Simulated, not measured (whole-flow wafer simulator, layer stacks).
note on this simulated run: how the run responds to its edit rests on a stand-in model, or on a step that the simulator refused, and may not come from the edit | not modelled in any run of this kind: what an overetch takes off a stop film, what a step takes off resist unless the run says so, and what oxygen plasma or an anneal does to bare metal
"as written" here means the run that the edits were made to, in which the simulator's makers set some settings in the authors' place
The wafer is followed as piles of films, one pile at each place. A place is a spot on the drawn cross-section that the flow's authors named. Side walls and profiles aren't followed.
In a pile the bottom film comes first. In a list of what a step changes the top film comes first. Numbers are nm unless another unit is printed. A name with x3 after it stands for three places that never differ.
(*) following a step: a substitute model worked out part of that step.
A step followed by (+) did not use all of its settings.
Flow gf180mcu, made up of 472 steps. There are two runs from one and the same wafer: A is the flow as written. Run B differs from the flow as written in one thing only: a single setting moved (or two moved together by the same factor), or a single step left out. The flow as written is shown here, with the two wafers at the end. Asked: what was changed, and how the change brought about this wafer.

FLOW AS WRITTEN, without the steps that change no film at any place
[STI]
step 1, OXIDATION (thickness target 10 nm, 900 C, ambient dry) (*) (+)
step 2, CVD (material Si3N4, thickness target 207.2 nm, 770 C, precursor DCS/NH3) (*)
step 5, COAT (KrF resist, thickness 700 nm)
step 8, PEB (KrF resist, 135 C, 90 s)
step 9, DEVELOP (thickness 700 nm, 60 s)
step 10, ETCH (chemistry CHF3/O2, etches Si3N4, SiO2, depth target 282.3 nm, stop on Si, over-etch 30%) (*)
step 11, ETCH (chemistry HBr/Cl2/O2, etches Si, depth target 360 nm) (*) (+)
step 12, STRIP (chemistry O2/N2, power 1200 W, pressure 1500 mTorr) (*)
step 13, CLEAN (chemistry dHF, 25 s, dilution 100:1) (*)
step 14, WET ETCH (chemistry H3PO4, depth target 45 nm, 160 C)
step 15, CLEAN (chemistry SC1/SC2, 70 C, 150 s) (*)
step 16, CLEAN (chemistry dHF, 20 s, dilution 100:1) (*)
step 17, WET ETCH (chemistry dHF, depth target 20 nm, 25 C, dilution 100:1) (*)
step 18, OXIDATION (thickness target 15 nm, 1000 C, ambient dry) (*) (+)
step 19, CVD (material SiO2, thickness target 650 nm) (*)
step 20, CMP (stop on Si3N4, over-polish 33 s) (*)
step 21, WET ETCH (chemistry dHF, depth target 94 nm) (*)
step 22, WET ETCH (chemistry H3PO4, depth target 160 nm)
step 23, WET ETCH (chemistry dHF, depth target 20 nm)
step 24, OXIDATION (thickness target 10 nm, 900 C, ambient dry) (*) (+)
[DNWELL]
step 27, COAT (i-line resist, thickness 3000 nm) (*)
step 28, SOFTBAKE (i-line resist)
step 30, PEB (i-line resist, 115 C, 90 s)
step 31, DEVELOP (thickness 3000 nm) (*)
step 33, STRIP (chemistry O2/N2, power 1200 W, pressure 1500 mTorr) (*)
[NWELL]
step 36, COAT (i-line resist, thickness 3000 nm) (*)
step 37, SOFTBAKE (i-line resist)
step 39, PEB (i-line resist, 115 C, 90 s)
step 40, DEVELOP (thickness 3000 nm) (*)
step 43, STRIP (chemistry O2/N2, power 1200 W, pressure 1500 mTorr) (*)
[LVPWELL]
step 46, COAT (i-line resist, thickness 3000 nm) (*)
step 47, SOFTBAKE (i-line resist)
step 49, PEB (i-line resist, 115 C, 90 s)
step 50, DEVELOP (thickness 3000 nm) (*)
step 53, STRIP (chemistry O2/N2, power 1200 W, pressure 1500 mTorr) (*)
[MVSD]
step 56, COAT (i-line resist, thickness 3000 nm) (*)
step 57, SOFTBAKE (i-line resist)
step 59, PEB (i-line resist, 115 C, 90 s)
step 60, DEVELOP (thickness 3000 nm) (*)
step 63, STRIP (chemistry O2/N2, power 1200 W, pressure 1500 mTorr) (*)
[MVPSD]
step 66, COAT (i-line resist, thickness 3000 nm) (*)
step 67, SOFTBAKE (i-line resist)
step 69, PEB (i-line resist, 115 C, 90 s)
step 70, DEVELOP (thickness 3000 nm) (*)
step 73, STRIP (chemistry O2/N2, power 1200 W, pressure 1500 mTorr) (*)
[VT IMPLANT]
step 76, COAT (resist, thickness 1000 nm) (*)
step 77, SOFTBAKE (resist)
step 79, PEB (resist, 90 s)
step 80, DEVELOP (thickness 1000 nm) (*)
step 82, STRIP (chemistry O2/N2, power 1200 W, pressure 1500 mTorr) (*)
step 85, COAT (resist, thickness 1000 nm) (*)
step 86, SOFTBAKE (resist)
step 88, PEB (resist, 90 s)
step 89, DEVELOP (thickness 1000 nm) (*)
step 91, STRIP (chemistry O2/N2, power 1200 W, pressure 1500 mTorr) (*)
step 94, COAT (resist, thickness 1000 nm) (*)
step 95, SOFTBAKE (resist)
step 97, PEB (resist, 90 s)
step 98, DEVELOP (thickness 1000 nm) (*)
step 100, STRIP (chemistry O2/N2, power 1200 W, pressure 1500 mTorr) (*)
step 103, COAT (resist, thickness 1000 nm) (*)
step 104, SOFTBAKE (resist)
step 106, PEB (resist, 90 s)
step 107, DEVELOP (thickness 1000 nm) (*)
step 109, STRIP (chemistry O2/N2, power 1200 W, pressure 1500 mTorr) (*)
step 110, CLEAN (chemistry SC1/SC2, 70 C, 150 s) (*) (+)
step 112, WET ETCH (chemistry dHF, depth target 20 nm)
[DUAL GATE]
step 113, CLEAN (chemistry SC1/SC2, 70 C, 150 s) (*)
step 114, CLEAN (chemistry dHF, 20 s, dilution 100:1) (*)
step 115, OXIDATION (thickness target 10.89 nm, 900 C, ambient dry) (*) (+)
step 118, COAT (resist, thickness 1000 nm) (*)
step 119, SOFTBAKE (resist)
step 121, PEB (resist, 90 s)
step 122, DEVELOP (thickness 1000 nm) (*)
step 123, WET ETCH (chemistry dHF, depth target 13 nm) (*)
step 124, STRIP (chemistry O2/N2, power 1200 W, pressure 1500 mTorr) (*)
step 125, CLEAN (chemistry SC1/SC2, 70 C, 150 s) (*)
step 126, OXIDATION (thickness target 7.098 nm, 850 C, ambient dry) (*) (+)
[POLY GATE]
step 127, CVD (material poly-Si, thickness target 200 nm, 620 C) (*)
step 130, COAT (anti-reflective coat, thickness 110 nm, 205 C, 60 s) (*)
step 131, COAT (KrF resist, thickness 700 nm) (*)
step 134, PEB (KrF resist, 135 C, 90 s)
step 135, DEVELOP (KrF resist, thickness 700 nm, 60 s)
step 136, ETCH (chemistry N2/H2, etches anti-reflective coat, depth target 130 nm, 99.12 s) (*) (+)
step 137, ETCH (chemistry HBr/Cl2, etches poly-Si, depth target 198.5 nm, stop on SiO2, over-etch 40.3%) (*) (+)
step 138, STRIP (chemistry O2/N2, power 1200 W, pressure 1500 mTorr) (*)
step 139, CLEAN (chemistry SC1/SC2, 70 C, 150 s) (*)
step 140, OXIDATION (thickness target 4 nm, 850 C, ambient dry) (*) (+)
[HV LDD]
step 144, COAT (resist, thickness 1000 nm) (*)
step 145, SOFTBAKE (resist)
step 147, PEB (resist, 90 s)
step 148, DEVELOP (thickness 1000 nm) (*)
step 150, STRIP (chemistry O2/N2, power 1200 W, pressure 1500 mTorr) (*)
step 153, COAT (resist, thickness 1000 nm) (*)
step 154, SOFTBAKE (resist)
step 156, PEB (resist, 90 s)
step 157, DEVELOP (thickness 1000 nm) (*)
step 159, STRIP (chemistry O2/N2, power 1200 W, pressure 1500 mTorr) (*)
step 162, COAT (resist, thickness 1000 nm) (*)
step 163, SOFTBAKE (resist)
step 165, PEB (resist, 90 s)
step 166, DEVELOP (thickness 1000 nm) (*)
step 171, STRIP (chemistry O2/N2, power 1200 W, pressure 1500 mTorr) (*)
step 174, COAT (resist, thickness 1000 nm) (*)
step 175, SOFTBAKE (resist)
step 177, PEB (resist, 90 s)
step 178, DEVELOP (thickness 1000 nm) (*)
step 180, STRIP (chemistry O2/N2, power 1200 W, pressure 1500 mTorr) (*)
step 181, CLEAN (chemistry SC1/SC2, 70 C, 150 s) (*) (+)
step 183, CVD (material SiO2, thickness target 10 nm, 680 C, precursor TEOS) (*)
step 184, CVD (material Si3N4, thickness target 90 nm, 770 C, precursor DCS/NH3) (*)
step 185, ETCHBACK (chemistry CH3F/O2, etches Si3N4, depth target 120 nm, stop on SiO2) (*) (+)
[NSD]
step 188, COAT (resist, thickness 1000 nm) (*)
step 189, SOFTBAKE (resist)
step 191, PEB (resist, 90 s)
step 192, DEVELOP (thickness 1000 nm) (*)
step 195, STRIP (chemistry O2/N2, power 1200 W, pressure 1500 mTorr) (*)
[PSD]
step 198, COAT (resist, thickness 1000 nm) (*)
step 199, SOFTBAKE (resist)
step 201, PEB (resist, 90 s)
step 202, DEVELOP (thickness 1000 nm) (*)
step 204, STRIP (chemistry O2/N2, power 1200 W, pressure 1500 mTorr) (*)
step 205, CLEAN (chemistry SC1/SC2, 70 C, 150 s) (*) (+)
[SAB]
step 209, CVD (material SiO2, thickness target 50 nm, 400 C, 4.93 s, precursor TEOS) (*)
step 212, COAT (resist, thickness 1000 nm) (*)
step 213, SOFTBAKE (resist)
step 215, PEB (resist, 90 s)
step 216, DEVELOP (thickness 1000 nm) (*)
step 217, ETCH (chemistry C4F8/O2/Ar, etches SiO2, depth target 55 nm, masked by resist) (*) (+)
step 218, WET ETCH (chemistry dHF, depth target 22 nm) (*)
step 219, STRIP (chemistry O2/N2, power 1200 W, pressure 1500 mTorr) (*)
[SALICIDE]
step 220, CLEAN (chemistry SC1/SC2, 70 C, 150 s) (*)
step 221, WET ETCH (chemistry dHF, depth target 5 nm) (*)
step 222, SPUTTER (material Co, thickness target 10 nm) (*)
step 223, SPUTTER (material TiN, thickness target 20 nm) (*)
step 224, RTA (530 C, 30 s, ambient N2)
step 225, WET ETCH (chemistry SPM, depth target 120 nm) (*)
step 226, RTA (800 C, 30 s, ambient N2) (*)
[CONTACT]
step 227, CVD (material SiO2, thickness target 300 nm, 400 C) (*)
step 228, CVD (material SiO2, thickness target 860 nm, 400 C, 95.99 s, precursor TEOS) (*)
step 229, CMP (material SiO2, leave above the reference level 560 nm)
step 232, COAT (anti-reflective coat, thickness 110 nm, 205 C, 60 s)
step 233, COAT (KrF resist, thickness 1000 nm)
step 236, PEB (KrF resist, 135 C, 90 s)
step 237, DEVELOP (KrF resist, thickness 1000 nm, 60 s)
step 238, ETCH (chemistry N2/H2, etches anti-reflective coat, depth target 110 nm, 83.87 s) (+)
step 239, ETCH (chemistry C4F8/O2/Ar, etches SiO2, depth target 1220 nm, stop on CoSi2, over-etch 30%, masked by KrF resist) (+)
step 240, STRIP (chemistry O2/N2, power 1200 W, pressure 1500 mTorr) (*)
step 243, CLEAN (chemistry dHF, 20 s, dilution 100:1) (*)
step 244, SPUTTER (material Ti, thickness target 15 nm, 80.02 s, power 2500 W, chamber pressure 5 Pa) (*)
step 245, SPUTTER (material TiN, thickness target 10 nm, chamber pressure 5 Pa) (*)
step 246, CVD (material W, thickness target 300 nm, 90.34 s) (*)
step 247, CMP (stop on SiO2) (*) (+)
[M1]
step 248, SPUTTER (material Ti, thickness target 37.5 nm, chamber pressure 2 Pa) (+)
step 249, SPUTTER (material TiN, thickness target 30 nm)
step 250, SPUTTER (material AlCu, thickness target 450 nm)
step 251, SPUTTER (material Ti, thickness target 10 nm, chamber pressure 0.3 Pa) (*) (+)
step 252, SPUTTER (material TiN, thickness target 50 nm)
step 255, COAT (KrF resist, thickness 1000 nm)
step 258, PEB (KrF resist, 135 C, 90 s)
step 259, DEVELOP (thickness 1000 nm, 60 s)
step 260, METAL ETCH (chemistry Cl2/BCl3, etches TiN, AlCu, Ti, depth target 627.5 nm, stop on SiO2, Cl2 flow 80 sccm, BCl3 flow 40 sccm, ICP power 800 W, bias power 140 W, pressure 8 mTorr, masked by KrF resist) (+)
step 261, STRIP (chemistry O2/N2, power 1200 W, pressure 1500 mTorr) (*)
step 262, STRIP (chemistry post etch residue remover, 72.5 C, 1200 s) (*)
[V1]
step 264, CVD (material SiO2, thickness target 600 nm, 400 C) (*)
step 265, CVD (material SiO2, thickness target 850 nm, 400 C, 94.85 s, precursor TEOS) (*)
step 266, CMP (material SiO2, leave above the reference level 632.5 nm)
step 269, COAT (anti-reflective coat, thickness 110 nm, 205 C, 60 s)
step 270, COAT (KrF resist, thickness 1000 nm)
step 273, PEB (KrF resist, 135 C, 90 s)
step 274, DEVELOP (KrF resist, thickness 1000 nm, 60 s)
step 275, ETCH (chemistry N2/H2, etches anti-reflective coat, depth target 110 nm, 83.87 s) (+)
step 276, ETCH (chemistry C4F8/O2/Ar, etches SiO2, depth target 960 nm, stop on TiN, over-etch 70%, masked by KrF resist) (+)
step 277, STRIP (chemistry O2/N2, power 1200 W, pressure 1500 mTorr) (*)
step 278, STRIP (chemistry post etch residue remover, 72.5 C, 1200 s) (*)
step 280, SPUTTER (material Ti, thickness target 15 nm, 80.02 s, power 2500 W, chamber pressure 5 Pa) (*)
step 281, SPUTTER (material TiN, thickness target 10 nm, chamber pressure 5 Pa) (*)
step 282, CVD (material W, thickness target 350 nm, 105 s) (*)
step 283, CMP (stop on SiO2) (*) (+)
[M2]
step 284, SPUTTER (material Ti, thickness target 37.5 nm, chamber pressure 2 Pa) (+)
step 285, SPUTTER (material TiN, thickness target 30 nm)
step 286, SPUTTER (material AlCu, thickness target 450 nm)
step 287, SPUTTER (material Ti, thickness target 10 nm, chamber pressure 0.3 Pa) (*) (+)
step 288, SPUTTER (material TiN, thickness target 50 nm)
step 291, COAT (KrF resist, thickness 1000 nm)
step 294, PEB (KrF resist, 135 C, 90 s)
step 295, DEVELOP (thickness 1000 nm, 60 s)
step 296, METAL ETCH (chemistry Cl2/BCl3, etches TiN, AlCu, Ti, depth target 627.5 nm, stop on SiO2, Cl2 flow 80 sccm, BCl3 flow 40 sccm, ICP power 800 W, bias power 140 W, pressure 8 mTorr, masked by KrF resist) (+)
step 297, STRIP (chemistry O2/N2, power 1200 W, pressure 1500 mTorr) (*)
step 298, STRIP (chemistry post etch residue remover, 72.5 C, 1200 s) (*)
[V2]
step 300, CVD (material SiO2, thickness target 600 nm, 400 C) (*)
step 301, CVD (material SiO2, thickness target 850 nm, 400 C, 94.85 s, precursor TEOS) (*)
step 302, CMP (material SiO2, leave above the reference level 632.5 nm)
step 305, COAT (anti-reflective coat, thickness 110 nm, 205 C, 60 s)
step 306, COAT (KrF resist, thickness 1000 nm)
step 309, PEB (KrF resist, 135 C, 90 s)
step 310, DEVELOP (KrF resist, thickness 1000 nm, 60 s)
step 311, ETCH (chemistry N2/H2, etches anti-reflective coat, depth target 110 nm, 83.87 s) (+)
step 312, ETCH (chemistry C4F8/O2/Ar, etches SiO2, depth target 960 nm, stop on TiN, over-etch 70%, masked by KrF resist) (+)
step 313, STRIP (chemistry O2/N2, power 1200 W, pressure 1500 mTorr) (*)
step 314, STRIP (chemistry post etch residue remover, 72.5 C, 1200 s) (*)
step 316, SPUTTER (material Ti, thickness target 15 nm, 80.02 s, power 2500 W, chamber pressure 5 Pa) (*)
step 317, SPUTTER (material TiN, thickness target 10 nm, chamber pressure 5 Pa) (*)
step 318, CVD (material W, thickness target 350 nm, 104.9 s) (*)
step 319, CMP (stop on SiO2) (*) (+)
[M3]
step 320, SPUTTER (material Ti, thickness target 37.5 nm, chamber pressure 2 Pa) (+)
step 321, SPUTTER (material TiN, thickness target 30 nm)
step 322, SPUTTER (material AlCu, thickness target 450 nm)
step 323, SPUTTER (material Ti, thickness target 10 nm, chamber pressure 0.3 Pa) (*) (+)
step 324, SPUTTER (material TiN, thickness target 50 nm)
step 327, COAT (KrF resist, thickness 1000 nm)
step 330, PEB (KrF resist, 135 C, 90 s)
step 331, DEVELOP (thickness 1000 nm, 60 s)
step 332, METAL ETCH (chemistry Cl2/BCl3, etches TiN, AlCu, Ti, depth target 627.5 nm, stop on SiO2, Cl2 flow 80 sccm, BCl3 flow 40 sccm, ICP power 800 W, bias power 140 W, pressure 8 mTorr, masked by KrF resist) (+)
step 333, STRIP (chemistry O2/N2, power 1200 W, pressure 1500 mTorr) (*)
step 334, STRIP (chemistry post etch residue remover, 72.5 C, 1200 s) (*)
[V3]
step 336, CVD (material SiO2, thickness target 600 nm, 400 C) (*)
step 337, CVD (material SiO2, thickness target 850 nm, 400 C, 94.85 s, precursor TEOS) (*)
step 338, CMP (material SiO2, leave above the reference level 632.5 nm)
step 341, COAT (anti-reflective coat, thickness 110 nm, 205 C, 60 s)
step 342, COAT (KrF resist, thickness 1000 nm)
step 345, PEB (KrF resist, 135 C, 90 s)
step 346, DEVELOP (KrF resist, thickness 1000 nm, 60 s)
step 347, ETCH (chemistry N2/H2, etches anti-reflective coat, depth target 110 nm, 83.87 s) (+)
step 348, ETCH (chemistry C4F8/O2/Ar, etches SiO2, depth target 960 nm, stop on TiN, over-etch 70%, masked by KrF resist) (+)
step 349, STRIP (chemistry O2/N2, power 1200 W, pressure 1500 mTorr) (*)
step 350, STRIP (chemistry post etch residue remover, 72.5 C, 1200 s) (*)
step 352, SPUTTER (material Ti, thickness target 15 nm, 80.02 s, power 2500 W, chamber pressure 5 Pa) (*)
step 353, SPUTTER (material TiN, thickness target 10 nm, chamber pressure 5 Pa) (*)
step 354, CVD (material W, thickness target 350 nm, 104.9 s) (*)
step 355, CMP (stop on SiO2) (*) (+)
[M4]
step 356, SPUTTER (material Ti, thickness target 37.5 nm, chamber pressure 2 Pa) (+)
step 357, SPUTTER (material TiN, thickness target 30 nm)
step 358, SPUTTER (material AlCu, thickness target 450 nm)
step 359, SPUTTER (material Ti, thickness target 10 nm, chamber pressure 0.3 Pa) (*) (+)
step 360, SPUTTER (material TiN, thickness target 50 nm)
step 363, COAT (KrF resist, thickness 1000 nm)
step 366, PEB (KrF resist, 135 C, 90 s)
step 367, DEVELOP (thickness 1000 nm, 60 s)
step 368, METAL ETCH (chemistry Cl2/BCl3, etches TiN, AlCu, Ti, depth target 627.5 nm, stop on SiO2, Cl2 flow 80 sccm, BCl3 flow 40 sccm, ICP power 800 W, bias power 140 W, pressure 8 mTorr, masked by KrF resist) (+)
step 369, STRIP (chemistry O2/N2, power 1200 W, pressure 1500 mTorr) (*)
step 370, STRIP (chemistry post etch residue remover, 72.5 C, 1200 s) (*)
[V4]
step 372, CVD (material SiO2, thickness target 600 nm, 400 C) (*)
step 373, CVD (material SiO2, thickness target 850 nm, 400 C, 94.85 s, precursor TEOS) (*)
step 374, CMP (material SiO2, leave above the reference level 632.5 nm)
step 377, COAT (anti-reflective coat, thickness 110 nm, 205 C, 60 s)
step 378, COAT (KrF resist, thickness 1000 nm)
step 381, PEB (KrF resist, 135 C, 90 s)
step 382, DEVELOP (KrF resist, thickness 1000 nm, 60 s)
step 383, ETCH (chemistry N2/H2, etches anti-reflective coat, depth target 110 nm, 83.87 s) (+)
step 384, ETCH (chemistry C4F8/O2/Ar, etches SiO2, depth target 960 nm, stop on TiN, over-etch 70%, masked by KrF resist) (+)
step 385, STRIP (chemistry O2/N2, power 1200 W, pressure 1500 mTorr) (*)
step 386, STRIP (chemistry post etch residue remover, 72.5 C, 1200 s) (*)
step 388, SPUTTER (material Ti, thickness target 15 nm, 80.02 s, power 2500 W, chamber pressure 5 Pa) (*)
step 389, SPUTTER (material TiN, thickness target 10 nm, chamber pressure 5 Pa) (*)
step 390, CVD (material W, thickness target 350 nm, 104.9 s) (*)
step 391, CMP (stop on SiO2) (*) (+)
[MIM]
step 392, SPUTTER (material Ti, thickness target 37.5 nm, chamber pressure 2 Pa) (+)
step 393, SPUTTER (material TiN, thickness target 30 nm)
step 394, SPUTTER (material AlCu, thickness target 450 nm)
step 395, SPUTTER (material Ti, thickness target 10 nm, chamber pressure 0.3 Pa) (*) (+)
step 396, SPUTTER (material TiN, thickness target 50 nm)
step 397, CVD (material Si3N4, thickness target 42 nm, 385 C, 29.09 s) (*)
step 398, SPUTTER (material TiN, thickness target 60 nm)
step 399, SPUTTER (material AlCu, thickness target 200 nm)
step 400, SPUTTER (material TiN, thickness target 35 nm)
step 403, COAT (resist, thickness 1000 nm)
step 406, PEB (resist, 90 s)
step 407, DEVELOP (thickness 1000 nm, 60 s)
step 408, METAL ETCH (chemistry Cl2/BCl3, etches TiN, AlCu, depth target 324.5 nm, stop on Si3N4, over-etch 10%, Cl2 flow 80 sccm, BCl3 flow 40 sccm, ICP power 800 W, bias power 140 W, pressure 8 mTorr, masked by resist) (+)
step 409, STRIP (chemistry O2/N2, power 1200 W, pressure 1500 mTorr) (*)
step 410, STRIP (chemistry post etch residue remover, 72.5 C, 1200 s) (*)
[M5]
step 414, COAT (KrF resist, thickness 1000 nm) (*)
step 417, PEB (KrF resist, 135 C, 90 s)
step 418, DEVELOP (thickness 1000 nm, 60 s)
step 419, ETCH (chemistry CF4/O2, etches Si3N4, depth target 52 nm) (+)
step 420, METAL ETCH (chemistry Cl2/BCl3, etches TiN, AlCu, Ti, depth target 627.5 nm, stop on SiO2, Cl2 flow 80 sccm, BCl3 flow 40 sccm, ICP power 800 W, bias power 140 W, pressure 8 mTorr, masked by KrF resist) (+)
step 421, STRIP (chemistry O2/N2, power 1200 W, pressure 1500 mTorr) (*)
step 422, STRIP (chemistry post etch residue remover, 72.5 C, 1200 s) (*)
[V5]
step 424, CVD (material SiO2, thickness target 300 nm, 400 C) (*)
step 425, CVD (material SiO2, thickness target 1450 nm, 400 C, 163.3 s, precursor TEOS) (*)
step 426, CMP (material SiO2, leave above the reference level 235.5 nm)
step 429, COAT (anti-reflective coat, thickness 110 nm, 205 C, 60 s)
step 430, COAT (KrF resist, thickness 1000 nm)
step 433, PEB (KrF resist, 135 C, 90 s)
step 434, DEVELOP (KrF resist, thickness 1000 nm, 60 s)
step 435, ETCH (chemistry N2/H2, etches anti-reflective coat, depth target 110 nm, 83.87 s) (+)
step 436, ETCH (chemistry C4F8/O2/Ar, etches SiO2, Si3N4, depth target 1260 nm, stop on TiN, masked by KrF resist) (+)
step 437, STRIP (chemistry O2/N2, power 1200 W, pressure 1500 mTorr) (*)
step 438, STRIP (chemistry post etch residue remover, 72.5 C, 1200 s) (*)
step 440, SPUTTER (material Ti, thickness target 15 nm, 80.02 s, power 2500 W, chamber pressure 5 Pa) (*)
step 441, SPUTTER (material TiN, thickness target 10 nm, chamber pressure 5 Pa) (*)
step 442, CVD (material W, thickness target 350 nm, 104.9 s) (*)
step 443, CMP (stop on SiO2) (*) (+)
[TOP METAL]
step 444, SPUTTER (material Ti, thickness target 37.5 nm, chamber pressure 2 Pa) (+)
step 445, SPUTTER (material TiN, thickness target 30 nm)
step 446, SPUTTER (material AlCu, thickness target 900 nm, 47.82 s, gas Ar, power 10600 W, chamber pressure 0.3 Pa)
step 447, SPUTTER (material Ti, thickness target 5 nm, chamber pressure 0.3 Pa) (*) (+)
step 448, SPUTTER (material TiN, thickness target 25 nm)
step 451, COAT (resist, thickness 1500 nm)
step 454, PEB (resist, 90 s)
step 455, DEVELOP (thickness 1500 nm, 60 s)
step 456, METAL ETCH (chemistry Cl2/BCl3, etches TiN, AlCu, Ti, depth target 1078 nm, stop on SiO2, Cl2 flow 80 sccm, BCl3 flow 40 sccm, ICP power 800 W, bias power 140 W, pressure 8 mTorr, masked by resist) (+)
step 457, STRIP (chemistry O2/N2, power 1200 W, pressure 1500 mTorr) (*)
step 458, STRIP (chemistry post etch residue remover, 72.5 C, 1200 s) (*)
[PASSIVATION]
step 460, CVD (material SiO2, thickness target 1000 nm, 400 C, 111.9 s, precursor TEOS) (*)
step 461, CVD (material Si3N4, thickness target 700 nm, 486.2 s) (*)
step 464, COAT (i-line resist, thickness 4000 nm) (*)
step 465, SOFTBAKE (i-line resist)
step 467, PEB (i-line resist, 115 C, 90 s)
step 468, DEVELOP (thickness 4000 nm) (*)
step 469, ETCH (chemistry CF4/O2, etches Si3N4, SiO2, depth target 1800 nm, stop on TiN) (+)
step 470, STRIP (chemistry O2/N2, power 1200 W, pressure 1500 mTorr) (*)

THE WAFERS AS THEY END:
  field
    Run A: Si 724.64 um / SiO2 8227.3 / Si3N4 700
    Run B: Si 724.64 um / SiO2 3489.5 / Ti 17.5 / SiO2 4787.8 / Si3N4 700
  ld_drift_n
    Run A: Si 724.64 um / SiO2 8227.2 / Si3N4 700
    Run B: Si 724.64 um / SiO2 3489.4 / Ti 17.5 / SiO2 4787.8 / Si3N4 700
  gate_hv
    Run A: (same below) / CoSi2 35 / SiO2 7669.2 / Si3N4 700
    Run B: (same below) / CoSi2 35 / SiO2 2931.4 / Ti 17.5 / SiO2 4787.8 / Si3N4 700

Cause: step 322, SPUTTER: thickness target 517.5 nm was run, whereas the flow has thickness target 450 nm.

How this came from the change, step by step:
  step 322, SPUTTER (material AlCu, thickness target 450 nm)
      field, field__w1, field__w2 and 108 more: A +450 AlCu (new film) | B +517.5 AlCu (new film)
  step 332, METAL ETCH (chemistry Cl2/BCl3, etches TiN, AlCu, Ti, depth target 627.5 nm, stop on SiO2, Cl2 flow 80 sccm, BCl3 flow 40 sccm, ICP power 800 W, bias power 140 W, pressure 8 mTorr, masked by KrF resist) (+)
      field, field__w1, field__w2 and 103 more: A -50 TiN (all of it), -10 Ti (all of it), -450 AlCu (all of it), -30 TiN (all of it), -37.5 Ti (all of it) | B -50 TiN (all of it), -10 Ti (all of it), -517.5 AlCu (all of it), -30 TiN (all of it), -20 Ti
  step 336, CVD (material SiO2, thickness target 600 nm, 400 C) (*)
      field, field__w1, field__w2 and 103 more: A +600 SiO2 | B +600 SiO2 (new film)
  step 338, CMP (material SiO2, leave above the reference level 632.5 nm)
      field, field__w1, field__w2 and 103 more: A -300 SiO2 | B -250 SiO2
Taking metal films that touch as one body, field has 1 body; the flow as written gives 0 bodies.
Taking metal films that touch as one body, ld_drift_n has 1 body; the flow as written gives 0 bodies.
Taking metal films that touch as one body, gate_hv has 2 bodies (between them, from the top down: SiO2 2931.4); the flow as written gives 1 body.
